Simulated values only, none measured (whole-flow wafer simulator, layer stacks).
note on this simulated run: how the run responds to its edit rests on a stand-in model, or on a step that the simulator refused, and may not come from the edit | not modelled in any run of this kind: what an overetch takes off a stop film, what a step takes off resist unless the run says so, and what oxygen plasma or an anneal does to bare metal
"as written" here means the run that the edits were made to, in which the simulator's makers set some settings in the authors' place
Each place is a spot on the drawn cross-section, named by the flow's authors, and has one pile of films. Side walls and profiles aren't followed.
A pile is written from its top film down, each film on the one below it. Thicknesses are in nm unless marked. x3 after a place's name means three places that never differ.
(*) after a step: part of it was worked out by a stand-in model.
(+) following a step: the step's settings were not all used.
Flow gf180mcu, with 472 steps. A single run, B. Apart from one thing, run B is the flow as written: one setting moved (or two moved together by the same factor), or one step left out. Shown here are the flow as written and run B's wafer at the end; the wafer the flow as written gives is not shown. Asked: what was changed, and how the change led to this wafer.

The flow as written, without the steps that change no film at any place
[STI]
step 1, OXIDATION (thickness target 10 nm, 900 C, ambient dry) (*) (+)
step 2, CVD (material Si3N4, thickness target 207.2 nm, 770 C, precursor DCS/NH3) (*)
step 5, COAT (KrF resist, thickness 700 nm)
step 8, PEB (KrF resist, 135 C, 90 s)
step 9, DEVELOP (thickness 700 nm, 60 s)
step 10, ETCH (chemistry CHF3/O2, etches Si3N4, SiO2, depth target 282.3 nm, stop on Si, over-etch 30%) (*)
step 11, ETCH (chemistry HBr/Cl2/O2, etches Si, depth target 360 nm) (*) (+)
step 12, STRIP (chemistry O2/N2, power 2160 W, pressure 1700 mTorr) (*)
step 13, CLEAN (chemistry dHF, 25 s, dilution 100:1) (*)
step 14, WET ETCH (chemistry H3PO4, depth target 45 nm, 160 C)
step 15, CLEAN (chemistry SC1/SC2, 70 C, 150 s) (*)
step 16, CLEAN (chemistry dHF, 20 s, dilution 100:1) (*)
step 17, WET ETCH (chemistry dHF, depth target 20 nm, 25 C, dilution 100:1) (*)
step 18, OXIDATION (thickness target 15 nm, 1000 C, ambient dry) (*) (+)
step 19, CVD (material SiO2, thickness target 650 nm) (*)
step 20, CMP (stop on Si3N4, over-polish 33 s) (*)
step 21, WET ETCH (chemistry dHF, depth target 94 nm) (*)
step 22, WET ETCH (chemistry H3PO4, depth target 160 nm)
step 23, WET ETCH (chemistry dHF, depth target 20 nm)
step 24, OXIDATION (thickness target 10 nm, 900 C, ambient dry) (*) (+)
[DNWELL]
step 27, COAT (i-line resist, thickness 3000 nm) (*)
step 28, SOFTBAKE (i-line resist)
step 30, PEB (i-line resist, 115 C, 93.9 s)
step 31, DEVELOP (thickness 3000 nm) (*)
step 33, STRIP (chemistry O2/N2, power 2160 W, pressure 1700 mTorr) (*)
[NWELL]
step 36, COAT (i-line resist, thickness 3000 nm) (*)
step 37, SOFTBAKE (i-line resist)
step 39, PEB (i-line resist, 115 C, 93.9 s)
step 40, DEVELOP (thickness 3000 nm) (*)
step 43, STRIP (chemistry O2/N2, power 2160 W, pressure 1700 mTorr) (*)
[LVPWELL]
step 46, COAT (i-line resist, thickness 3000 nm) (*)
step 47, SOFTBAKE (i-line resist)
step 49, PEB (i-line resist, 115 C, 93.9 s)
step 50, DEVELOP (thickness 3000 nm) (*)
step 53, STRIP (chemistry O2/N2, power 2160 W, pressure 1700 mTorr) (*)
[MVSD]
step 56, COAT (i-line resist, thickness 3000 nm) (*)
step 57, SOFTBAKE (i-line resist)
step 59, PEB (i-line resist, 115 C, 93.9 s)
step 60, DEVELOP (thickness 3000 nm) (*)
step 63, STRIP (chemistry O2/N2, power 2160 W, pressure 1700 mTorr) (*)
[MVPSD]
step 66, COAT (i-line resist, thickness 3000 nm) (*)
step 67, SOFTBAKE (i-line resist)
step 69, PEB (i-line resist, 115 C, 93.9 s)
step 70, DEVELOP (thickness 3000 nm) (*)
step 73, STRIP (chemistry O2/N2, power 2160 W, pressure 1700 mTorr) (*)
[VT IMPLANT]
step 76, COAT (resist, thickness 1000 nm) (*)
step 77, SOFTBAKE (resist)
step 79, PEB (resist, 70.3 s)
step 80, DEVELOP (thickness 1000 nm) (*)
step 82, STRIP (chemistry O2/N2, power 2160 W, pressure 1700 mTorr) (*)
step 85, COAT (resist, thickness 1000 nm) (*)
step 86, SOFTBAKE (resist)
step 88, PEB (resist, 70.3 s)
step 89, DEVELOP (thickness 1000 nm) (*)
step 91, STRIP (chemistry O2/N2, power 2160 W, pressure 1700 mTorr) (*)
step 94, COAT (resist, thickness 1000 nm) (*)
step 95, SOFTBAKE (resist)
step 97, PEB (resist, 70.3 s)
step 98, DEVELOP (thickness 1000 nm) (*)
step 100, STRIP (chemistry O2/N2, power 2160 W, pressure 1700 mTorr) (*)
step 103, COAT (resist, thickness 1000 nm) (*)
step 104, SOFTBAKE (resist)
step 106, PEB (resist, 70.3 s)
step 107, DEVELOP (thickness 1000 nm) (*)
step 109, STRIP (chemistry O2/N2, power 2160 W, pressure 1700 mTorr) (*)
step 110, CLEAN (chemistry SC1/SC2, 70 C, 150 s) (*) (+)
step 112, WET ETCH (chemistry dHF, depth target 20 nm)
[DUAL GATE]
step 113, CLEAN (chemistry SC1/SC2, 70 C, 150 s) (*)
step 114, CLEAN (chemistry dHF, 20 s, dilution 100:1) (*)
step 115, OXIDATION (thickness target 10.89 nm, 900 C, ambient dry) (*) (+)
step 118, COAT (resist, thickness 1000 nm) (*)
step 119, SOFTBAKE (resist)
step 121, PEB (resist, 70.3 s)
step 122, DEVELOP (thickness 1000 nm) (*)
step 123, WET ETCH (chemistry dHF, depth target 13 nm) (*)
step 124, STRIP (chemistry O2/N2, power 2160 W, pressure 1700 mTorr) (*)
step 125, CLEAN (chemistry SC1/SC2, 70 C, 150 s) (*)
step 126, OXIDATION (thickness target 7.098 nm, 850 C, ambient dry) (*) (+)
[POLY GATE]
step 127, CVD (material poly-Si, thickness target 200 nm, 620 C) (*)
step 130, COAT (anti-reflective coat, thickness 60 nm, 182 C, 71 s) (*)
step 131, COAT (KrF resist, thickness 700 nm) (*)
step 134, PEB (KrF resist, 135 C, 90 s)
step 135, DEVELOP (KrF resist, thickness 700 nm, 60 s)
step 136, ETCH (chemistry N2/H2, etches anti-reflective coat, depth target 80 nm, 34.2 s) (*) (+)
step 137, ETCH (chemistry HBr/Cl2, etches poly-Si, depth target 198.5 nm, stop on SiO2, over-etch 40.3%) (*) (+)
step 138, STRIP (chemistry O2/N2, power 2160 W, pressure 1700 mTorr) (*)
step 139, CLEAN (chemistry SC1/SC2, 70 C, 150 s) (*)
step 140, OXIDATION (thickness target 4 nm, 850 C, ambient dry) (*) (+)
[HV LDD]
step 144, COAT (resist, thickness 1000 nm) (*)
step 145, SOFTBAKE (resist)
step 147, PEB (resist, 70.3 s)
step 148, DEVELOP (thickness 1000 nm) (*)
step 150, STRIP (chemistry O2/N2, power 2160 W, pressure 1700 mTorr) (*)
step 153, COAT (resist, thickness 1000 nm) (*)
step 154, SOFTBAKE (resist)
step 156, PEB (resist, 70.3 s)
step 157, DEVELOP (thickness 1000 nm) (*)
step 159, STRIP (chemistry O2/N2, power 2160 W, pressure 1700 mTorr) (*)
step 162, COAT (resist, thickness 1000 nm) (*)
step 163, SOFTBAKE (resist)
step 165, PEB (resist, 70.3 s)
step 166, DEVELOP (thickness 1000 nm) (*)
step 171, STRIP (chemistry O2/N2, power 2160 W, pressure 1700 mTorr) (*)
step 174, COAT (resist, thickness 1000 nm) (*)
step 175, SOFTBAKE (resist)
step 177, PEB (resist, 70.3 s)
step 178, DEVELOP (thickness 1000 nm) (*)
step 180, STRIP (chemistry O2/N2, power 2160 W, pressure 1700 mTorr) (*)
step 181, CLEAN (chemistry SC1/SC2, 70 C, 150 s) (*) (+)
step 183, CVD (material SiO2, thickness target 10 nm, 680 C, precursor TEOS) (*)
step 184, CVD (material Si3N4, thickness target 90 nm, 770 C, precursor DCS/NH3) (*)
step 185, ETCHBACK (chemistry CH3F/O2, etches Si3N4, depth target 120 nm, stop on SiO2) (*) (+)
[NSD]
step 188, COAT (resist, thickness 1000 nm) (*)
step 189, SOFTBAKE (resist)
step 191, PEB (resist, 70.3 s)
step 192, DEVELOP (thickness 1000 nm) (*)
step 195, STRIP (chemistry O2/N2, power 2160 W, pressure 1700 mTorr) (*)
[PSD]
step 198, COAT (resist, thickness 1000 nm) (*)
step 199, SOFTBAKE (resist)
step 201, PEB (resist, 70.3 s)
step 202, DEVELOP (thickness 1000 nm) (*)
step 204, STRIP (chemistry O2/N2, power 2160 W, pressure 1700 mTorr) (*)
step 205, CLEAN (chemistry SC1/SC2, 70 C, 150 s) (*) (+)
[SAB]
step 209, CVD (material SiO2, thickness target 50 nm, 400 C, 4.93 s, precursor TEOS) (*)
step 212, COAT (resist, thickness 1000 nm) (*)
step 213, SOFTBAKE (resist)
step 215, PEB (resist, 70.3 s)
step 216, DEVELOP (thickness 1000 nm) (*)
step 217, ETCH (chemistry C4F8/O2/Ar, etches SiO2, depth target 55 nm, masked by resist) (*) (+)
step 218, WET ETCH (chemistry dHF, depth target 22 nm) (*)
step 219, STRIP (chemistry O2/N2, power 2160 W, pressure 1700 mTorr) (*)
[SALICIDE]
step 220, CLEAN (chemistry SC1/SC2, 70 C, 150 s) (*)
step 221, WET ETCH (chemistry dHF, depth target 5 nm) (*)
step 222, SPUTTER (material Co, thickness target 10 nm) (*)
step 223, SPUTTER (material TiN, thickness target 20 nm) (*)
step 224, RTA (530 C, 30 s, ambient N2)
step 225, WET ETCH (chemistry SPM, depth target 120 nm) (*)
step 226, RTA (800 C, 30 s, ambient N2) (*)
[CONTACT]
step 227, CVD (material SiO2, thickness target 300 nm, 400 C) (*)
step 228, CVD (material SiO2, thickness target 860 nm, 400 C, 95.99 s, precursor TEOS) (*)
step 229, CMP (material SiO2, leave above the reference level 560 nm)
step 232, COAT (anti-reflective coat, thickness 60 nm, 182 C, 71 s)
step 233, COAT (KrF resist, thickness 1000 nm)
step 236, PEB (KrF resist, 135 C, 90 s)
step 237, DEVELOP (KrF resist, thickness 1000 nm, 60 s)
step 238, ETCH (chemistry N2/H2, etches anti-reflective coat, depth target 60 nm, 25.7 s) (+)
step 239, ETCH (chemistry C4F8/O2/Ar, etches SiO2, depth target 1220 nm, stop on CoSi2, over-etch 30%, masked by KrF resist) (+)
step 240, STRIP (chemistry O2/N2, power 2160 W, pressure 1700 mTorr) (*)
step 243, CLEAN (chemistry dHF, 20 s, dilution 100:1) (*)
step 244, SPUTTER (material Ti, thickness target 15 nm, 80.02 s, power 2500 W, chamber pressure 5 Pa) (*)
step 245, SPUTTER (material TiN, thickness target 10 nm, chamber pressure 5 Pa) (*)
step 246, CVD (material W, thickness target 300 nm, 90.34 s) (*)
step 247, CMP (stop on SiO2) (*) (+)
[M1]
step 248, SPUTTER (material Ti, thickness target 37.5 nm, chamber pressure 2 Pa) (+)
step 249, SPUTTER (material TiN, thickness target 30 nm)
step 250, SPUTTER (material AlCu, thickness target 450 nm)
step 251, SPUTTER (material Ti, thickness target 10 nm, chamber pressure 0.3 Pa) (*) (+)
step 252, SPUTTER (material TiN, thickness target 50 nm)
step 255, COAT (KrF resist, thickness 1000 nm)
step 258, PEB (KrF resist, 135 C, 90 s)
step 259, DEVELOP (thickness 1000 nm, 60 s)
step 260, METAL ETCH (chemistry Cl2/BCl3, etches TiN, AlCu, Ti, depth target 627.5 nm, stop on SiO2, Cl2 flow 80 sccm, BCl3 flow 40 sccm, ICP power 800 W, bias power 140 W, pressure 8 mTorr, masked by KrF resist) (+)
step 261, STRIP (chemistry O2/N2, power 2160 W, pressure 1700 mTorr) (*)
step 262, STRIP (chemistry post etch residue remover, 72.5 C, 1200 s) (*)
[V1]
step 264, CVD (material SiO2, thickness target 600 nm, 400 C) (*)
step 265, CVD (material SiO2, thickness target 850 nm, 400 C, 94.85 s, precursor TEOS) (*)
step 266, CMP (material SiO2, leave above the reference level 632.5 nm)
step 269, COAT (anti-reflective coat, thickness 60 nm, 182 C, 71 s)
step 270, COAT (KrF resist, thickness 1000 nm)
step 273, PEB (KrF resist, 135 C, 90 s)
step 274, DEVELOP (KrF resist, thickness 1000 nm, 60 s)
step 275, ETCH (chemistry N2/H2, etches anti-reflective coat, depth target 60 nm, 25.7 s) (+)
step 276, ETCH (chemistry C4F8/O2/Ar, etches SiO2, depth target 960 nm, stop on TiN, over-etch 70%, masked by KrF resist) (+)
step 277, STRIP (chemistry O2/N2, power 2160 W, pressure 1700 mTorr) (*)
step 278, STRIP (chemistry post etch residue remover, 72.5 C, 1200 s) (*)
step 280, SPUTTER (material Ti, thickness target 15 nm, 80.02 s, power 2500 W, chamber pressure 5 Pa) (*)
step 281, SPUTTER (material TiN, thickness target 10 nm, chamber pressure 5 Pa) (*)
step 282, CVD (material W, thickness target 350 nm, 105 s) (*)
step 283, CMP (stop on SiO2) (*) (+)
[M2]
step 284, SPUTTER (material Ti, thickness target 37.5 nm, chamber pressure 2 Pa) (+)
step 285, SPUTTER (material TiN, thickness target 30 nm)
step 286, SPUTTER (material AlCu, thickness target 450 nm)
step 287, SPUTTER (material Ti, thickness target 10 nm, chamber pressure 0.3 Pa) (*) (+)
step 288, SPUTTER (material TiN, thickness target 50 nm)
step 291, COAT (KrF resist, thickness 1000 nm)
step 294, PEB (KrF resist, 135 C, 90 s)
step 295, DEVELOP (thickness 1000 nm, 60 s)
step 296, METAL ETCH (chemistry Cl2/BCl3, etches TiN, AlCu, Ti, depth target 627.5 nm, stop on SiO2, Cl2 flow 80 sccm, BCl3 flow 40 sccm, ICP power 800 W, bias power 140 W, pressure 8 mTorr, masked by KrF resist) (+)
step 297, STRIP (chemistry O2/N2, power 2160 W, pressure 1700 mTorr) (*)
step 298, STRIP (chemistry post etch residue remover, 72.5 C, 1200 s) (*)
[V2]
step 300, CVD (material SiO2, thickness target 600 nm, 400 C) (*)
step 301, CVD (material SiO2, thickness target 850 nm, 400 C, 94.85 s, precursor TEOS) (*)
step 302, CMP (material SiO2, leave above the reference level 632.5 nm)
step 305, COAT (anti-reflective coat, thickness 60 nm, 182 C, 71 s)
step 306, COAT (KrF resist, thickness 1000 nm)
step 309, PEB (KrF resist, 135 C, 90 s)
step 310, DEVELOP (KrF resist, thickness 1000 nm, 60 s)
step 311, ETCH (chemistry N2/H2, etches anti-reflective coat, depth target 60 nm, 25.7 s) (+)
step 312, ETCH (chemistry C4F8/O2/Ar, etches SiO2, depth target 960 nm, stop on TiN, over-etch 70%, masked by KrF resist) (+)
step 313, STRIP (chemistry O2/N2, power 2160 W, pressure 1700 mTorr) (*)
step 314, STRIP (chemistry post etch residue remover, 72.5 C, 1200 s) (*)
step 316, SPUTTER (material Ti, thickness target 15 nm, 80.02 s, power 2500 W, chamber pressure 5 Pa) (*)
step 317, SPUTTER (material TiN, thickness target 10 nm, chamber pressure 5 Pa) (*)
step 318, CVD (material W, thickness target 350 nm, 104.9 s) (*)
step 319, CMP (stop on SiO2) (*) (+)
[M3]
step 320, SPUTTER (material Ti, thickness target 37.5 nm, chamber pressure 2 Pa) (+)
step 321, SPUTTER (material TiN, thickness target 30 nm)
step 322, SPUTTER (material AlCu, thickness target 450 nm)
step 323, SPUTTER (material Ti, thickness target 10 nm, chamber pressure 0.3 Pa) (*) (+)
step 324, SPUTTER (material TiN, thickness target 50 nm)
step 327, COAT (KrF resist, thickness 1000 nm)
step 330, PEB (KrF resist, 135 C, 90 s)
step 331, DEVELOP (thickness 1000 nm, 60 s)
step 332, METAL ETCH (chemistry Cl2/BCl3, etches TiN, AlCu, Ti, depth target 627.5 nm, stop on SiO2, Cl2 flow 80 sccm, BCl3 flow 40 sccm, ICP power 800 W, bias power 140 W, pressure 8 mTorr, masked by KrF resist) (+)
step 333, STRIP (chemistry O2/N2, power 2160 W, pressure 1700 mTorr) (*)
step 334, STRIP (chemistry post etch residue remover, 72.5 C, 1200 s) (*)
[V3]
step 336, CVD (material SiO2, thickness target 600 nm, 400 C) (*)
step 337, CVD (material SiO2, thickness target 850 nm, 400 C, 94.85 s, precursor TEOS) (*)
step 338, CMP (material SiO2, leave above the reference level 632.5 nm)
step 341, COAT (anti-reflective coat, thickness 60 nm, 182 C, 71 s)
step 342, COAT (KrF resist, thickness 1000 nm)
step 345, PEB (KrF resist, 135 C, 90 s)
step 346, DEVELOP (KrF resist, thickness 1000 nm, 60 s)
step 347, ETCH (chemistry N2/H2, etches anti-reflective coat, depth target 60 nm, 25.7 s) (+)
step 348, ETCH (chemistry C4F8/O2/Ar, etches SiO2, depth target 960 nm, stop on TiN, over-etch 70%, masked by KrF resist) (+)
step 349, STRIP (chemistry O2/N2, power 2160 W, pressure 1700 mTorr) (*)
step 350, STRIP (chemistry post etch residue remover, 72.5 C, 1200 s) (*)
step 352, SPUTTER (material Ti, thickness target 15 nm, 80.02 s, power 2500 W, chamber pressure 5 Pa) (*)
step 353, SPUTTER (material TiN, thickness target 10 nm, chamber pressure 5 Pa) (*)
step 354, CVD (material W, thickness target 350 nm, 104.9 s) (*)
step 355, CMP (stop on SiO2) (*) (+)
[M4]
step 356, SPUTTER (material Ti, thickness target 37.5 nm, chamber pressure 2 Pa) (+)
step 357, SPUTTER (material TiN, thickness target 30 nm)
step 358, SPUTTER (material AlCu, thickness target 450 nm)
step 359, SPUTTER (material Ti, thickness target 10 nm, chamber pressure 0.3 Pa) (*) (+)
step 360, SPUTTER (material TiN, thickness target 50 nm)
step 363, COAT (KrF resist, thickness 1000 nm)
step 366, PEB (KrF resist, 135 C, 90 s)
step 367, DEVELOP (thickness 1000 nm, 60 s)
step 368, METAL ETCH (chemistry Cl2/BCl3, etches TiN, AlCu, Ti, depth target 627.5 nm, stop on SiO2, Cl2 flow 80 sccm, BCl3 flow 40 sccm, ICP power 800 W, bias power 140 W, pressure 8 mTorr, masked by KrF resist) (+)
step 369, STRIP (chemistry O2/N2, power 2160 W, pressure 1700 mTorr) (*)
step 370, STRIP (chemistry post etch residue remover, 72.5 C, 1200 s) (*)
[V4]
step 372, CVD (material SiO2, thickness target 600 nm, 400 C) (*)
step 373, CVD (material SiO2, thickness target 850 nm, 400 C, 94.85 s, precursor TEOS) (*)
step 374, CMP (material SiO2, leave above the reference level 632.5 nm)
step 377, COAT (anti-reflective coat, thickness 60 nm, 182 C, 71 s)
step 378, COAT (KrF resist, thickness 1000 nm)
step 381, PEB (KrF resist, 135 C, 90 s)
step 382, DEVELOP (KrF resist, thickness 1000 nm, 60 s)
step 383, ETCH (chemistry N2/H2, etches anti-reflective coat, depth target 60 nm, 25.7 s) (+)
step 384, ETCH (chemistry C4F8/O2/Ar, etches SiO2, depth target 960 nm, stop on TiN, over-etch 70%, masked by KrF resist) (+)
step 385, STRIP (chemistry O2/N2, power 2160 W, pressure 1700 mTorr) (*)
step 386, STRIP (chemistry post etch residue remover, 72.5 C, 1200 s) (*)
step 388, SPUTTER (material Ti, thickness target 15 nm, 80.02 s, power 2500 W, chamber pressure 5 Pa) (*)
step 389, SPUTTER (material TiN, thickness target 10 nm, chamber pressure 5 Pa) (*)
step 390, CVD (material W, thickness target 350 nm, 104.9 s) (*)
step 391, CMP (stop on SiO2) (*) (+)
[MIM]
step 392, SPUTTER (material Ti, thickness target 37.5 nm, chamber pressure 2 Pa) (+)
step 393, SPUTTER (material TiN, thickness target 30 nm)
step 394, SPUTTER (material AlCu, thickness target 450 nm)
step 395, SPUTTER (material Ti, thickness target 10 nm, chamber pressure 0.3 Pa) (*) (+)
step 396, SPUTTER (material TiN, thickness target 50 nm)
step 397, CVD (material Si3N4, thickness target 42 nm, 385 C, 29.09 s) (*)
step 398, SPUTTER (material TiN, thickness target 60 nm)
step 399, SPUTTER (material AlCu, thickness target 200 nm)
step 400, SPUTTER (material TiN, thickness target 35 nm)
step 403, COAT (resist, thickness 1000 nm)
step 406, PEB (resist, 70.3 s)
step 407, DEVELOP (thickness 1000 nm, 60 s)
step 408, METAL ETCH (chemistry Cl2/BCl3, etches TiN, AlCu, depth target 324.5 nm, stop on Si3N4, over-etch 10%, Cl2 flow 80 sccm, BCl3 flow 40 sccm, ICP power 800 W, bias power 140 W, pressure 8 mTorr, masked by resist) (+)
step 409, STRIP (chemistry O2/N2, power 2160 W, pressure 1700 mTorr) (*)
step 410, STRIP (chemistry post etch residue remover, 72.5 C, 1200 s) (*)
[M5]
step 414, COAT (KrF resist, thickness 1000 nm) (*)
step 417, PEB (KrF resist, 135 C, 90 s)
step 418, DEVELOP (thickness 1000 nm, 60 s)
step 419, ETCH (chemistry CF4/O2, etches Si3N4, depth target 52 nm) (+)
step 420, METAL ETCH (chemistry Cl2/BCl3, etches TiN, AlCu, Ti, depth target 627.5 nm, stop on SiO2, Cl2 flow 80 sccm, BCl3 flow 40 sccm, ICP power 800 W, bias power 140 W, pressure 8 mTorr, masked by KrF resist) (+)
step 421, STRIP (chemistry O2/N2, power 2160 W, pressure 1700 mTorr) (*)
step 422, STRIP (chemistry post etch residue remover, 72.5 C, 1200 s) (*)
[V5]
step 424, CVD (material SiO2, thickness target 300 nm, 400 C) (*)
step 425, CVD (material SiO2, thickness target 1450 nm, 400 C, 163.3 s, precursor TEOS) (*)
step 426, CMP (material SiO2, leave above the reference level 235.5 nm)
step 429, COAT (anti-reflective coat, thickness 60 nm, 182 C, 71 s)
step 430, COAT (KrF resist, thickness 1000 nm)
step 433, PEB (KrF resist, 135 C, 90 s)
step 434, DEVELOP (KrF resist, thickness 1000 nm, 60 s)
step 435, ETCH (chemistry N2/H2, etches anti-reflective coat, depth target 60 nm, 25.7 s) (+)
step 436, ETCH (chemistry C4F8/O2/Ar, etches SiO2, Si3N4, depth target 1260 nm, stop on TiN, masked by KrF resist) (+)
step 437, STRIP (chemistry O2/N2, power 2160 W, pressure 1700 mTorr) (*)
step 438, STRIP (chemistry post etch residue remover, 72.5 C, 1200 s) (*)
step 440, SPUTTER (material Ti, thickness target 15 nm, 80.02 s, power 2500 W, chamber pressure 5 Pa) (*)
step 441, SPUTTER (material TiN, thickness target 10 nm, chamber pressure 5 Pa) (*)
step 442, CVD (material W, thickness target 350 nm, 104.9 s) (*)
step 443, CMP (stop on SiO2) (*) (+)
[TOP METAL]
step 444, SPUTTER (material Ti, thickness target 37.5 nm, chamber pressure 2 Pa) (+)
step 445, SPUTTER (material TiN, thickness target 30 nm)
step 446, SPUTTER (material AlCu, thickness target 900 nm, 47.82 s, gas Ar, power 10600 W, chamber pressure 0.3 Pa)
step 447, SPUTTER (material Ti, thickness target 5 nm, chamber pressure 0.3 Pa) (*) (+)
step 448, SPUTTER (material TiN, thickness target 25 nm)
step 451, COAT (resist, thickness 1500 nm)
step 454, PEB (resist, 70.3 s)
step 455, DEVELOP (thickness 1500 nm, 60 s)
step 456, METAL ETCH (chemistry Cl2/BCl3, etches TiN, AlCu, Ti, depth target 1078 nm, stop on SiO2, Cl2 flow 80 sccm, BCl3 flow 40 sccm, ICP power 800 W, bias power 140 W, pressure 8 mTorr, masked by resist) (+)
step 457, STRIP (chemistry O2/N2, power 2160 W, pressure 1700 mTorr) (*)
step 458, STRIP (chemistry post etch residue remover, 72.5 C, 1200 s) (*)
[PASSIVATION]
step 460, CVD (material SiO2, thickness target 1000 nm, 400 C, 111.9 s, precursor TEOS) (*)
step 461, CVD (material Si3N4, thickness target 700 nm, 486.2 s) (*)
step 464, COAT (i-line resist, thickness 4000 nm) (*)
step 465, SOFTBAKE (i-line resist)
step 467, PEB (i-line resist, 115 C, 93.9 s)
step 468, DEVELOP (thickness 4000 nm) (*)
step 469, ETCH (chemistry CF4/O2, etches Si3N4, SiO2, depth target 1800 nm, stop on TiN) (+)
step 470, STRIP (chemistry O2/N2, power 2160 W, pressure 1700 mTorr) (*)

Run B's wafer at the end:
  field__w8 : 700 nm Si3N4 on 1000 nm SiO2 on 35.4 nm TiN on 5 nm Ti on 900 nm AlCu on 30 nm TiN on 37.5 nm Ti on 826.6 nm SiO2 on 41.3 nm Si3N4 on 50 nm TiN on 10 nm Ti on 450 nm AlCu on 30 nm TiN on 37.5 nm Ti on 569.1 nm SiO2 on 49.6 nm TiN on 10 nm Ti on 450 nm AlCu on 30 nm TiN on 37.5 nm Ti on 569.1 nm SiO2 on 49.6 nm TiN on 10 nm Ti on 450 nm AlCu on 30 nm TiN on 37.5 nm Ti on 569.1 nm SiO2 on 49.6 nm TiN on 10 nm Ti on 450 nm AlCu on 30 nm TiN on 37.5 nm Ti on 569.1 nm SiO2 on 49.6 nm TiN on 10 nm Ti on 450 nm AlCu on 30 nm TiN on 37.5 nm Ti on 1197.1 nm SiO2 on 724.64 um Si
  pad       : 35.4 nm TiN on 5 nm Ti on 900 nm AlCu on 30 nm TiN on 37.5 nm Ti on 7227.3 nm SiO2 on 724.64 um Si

Cause: step 448, SPUTTER: thickness target 35.8 nm was run, whereas the flow has thickness target 25 nm.

Step by step, how the change led to this:
  step 448, SPUTTER (material TiN, thickness target 25 nm)
      field, field__w1, field__w2 and 109 more: TiN gains 35.8 (new film) (it would be, as written: TiN gains 25 (new film))
  step 456, METAL ETCH (chemistry Cl2/BCl3, etches TiN, AlCu, Ti, depth target 1078 nm, stop on SiO2, Cl2 flow 80 sccm, BCl3 flow 40 sccm, ICP power 800 W, bias power 140 W, pressure 8 mTorr, masked by resist) (+)
      field, field__w1, field__w2 and 103 more: TiN loses 35.8 (all of it), Ti loses 5 (all of it), AlCu loses 900 (all of it), TiN loses 30 (all of it), Ti loses 37.5 (all of it) (it would be, as written: TiN loses 25 (all of it), Ti loses 5 (all of it), AlCu loses 900 (all of it), TiN loses 30 (all of it), Ti loses 37.5 (all of it))
  step 465, SOFTBAKE (i-line resist)
      gate: i-line resist loses 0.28 (it would be, as written: i-line resist gains 1.79)
      field__w11, field__w13: i-line resist gains 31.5 (it would be, as written: i-line resist gains 37.6)
      (and at 57 other places as well)
